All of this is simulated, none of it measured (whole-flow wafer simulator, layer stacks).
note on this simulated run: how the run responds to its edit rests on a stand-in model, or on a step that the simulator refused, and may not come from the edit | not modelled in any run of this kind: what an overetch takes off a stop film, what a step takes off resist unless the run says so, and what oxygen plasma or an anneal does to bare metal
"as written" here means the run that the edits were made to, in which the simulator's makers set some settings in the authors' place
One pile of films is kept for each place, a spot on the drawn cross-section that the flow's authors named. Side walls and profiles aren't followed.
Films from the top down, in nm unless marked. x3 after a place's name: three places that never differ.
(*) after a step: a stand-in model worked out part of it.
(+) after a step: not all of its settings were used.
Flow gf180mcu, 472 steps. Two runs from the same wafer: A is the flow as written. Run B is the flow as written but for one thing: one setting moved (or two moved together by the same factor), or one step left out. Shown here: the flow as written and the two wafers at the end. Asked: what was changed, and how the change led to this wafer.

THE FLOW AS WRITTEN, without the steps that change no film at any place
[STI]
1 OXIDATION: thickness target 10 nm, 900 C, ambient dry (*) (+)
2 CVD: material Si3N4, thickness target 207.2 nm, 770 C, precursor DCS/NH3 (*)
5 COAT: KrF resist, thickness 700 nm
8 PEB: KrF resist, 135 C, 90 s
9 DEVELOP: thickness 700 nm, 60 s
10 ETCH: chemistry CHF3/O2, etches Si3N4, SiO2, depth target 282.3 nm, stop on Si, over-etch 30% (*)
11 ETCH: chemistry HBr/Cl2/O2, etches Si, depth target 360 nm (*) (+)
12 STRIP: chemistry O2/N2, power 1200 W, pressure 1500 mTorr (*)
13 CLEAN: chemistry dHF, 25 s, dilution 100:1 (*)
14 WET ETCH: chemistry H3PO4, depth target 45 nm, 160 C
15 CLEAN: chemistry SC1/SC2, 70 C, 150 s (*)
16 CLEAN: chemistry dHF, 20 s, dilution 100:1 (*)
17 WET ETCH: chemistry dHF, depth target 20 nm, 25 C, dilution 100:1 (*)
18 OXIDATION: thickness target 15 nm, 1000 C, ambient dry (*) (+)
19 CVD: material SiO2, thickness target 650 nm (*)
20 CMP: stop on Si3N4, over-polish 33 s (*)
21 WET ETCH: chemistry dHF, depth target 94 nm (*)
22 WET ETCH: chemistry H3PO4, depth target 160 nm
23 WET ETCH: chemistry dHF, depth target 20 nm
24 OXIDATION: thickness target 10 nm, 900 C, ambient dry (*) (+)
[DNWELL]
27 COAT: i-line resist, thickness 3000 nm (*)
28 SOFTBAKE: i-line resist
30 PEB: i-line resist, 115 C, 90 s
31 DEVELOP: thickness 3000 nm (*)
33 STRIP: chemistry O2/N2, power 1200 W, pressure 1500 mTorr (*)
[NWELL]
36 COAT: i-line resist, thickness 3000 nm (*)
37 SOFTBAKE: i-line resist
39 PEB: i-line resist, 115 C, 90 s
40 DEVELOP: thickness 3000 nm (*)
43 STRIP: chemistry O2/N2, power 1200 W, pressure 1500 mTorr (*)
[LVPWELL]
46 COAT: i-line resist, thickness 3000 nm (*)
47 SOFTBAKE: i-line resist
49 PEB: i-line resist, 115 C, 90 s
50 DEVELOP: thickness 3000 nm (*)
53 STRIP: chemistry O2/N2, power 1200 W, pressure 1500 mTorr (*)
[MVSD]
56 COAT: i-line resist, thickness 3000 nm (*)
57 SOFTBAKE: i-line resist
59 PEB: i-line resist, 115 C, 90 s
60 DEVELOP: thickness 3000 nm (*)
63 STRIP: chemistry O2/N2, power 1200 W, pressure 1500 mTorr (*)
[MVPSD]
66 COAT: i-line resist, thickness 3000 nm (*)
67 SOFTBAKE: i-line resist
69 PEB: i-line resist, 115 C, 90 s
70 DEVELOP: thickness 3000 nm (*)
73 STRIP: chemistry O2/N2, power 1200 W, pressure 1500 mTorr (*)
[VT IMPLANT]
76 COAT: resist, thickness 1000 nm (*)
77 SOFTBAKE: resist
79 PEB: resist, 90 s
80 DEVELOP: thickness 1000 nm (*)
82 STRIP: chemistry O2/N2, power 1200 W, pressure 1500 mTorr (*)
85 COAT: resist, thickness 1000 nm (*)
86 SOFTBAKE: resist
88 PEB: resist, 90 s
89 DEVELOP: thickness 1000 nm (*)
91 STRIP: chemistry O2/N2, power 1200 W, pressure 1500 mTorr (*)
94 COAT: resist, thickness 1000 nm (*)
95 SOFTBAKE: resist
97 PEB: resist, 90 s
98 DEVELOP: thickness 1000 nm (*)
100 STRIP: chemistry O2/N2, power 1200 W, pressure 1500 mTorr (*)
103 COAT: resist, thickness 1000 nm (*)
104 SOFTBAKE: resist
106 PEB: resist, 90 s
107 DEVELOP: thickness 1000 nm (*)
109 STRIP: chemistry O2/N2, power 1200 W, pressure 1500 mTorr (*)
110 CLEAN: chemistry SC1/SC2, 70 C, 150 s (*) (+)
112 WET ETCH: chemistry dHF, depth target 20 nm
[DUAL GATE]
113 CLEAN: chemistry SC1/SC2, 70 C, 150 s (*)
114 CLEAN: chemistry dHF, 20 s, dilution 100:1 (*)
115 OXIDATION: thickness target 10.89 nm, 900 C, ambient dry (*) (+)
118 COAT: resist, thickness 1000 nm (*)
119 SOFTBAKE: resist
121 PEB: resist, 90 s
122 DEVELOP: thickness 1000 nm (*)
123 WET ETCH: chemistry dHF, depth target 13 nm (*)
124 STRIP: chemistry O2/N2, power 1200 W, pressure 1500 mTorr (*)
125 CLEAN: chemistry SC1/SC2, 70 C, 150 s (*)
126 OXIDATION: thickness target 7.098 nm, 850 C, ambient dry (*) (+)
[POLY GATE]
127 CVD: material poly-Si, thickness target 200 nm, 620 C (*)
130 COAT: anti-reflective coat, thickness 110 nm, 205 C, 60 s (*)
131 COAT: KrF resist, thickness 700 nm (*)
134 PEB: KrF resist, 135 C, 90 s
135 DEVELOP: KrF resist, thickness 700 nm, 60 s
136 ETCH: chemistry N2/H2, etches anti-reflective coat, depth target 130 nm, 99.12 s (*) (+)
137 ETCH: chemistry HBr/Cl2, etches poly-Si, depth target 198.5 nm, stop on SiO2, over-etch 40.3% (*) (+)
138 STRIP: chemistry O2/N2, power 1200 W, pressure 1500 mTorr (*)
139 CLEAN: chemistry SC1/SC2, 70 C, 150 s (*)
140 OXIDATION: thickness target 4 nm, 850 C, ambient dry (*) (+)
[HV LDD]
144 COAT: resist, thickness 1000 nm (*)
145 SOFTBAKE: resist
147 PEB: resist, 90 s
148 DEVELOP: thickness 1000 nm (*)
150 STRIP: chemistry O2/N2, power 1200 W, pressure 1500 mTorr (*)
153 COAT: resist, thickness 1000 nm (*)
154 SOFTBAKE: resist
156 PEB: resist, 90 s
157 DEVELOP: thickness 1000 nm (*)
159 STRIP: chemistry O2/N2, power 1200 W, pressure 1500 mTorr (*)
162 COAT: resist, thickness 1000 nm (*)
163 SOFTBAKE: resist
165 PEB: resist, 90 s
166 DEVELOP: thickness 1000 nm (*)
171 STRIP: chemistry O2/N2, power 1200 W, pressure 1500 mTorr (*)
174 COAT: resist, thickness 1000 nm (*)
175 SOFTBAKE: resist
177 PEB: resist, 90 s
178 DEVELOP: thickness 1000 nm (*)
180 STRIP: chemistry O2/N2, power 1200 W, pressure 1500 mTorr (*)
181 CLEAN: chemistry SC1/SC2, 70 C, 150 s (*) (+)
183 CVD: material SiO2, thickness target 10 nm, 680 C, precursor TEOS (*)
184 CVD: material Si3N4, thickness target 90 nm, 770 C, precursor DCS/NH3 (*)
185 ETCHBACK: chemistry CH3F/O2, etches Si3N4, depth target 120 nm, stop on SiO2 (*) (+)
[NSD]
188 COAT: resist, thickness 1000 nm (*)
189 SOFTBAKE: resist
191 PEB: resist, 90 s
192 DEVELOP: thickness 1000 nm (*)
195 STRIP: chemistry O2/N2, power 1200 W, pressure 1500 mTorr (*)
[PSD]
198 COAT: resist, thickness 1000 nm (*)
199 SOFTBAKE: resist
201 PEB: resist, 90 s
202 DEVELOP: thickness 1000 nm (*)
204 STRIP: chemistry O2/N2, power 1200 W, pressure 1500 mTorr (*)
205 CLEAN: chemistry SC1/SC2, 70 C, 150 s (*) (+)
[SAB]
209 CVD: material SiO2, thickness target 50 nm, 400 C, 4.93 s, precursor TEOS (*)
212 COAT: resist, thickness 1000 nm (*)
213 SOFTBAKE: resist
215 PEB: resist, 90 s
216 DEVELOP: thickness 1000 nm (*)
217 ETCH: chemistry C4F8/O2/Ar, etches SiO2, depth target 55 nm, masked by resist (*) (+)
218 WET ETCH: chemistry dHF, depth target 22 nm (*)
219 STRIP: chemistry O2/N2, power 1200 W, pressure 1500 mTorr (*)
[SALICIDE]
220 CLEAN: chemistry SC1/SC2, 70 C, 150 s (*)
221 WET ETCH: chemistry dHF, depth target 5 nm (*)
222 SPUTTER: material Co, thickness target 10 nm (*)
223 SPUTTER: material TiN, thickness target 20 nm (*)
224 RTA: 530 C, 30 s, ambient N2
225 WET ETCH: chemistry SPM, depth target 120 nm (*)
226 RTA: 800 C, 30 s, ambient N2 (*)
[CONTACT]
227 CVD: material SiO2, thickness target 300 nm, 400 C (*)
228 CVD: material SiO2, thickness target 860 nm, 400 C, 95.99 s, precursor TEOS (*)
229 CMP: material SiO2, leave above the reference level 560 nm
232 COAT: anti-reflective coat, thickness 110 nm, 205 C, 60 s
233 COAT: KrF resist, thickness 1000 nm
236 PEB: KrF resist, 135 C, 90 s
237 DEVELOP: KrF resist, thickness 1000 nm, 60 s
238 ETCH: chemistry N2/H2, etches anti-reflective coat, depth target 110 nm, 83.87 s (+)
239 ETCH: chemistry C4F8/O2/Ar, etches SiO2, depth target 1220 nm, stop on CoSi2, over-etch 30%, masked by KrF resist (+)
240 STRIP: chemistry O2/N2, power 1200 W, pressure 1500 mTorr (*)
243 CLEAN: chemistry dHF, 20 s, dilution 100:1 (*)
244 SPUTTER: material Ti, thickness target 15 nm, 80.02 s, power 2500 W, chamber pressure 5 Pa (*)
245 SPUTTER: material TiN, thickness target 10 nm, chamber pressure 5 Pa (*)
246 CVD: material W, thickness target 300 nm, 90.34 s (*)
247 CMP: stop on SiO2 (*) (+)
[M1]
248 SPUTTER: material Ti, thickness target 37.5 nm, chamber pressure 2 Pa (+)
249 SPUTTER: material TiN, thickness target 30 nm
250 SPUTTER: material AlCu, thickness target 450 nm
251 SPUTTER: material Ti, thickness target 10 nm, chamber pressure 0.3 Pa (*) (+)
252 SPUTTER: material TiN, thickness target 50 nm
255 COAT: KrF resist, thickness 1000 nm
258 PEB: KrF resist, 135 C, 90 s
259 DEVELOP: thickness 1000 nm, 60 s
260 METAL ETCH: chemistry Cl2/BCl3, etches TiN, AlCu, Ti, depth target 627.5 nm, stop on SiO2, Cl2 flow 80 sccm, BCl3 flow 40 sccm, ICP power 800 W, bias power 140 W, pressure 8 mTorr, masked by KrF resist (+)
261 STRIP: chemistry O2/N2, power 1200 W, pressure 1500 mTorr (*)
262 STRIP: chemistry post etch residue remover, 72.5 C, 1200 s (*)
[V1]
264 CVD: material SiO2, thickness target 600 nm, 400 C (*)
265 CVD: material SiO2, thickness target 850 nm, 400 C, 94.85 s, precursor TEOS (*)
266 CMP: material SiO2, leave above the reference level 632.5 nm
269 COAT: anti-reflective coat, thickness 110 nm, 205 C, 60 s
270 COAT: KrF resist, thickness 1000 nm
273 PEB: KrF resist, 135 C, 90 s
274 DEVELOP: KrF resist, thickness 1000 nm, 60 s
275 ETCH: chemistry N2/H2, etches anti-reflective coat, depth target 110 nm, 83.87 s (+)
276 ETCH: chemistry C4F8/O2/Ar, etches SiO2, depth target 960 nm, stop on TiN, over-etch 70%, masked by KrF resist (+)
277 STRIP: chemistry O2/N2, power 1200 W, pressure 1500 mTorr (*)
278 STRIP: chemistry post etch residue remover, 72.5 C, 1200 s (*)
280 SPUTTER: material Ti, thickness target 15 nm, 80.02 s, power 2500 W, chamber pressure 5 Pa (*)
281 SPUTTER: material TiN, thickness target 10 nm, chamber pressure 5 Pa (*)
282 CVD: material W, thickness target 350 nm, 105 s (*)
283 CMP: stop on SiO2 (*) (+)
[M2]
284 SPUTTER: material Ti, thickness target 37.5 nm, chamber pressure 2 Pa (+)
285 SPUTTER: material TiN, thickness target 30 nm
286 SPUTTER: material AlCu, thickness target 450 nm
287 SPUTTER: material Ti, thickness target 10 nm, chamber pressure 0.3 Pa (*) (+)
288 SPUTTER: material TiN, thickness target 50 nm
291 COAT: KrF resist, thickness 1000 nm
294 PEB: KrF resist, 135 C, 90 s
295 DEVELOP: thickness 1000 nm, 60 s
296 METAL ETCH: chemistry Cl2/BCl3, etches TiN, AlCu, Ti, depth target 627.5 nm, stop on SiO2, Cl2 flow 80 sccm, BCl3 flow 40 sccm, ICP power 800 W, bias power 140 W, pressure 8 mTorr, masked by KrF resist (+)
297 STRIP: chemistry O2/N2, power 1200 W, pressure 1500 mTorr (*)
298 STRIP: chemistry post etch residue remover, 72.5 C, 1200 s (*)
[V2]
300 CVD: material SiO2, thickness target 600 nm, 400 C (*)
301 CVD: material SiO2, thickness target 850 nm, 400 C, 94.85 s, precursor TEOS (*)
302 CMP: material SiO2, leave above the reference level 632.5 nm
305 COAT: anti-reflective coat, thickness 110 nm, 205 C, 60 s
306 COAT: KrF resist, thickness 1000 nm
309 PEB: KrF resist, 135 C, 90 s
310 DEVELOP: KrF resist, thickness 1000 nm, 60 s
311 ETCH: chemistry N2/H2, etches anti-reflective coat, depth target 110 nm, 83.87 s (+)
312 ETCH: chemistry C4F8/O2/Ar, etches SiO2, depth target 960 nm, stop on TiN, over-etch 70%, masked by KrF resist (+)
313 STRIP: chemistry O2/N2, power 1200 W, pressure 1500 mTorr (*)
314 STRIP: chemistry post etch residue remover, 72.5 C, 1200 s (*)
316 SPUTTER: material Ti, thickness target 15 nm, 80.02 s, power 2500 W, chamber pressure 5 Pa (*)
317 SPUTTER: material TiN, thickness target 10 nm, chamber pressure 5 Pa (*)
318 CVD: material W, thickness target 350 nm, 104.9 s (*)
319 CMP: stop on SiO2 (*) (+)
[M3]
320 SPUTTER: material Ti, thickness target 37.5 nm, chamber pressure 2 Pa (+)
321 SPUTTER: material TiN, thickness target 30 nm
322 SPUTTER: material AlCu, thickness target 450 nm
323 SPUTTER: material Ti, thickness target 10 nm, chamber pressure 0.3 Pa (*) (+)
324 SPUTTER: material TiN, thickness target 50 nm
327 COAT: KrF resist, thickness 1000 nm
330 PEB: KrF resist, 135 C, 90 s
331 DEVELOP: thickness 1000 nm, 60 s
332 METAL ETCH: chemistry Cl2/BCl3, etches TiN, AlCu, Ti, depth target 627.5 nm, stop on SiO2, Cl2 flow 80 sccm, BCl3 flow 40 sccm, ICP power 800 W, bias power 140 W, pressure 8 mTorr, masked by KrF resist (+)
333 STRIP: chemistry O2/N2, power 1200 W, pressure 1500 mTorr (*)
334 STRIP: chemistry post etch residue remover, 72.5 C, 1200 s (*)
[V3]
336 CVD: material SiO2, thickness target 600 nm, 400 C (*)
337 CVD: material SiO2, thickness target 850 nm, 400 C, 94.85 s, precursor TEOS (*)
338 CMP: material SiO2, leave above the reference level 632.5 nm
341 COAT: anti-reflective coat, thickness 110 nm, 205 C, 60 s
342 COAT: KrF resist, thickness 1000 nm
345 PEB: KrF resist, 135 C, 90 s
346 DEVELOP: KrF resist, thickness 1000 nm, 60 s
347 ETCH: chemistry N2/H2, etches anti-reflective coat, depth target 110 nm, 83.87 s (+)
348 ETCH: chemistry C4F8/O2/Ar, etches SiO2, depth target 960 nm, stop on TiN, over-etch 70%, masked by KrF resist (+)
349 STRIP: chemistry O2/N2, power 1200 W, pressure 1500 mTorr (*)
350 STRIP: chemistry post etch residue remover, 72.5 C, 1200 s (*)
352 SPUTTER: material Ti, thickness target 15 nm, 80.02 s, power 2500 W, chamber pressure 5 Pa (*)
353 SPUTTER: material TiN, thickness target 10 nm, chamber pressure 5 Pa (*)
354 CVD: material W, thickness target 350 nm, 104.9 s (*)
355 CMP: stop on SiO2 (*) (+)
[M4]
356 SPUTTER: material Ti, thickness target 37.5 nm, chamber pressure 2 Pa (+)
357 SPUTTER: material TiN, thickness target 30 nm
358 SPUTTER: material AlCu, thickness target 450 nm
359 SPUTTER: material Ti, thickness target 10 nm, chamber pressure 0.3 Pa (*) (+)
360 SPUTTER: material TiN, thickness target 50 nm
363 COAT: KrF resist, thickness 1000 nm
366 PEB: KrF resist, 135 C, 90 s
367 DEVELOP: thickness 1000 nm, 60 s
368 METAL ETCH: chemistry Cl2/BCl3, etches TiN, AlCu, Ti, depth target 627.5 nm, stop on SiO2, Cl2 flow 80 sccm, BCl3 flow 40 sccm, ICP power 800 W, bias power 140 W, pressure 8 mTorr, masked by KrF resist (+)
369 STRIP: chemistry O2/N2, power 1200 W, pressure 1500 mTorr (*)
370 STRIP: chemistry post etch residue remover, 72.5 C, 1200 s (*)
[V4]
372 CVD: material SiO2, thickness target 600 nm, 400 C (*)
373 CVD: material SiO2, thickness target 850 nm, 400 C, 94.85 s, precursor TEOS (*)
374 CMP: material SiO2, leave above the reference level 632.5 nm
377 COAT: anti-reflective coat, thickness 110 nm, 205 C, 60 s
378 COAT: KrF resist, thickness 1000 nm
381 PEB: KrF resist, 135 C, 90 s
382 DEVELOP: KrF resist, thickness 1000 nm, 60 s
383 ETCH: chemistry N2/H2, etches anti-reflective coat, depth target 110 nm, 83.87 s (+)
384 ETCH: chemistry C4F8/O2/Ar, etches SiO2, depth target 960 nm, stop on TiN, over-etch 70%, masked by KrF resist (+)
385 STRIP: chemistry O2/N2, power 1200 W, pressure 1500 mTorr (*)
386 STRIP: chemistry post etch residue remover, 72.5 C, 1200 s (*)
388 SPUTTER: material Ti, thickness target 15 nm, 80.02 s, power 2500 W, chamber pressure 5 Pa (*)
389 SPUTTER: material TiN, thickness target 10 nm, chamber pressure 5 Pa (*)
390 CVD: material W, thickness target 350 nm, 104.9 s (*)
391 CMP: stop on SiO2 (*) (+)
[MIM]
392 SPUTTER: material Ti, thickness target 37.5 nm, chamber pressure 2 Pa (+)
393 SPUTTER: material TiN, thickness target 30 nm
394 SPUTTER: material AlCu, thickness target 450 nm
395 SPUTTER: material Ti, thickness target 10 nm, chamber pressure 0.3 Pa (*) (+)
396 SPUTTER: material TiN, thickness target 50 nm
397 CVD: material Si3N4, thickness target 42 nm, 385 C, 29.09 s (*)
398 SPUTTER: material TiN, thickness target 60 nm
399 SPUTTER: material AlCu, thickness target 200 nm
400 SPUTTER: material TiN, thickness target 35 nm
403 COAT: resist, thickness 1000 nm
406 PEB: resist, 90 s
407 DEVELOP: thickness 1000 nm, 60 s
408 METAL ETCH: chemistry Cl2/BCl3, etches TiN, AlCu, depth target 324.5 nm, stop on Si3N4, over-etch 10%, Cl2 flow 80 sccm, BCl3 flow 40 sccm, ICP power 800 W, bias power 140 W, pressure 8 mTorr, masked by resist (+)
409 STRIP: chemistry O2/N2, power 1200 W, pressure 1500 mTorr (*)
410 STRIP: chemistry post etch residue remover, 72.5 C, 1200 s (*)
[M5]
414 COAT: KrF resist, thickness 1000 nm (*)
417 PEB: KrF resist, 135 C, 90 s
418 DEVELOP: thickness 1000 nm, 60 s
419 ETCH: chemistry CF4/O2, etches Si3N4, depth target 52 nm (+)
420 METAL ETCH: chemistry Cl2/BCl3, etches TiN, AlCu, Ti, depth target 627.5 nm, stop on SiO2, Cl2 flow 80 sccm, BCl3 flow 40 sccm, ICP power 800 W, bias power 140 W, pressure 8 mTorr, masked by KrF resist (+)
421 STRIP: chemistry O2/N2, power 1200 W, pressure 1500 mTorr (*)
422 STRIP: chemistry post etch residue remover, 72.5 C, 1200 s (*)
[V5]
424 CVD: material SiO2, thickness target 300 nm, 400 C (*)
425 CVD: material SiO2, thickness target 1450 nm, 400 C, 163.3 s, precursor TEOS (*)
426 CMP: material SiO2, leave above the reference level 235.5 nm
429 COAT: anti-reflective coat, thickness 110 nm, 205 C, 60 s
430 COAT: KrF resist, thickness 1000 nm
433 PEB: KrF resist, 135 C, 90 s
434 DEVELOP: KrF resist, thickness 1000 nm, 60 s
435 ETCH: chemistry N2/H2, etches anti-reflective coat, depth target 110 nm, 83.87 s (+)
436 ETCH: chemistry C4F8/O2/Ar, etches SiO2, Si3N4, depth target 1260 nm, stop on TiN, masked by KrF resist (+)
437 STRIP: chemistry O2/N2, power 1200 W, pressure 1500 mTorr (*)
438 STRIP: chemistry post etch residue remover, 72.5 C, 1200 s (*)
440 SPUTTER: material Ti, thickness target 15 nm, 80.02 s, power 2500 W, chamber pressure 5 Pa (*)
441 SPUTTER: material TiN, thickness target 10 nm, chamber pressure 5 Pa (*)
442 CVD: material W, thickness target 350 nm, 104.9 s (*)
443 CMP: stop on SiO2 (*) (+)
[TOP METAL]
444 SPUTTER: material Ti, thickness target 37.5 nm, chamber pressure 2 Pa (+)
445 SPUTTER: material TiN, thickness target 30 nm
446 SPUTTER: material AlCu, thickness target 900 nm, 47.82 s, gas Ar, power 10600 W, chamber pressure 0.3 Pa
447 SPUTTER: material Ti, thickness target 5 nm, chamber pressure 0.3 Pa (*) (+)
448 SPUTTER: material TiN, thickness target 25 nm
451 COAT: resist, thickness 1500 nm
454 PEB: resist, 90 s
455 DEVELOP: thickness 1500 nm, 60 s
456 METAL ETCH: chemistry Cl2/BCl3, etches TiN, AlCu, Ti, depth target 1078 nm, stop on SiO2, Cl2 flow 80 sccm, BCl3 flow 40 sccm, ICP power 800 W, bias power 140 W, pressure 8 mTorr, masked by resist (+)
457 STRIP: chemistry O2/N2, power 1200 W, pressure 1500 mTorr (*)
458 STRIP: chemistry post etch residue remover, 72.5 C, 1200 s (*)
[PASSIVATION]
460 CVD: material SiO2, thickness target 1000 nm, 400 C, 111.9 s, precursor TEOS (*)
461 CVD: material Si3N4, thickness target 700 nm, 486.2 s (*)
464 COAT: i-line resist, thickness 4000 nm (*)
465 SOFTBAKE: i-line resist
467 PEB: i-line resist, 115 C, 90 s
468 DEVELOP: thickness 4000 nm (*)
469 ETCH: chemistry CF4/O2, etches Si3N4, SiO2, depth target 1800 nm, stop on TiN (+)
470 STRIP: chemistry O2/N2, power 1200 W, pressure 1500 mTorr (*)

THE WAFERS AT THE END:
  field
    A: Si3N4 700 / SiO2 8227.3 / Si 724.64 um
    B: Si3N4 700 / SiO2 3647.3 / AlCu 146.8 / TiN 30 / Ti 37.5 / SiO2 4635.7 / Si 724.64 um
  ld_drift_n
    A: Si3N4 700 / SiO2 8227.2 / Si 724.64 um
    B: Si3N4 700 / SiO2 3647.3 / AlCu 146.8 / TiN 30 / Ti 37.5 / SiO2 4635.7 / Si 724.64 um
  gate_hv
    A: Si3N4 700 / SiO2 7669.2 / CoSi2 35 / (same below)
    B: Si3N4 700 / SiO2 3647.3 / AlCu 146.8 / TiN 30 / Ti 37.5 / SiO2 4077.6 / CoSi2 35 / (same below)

The cause: step 358, SPUTTER: thickness target 720 nm was run, where the flow has thickness target 450 nm.

How the change led to this, step by step:
  358 SPUTTER: material AlCu, thickness target 450 nm
      field, field__w1, field__w2 and 108 more: A AlCu +450 (new film) | B AlCu +720 (new film)
  368 METAL ETCH: chemistry Cl2/BCl3, etches TiN, AlCu, Ti, depth target 627.5 nm, stop on SiO2, Cl2 flow 80 sccm, BCl3 flow 40 sccm, ICP power 800 W, bias power 140 W, pressure 8 mTorr, masked by KrF resist (+)
      field, field__w1, field__w2 and 103 more: A TiN -50 (all of it), Ti -10 (all of it), AlCu -450 (all of it), TiN -30 (all of it), Ti -37.5 (all of it) | B TiN -50 (all of it), Ti -10 (all of it), AlCu -567.5
  370 STRIP: chemistry post etch residue remover, 72.5 C, 1200 s (*)
      field, field__w1, field__w2 and 103 more: A nothing | B AlCu -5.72
  372 CVD: material SiO2, thickness target 600 nm, 400 C (*)
      field, field__w1, field__w2 and 103 more: A SiO2 +600 | B SiO2 +600 (new film)
  374 CMP: material SiO2, leave above the reference level 632.5 nm
      field, field__w1, field__w2 and 103 more: A SiO2 -300 | B SiO2 -244.3
Counting metal films that touch as one body, field has 1 body; the flow as written gives 0 bodies.
Counting metal films that touch as one body, ld_drift_n has 1 body; the flow as written gives 0 bodies.
Counting metal films that touch as one body, gate_hv has 2 bodies (between them, from the top down: SiO2 4077.6); the flow as written gives 1 body.
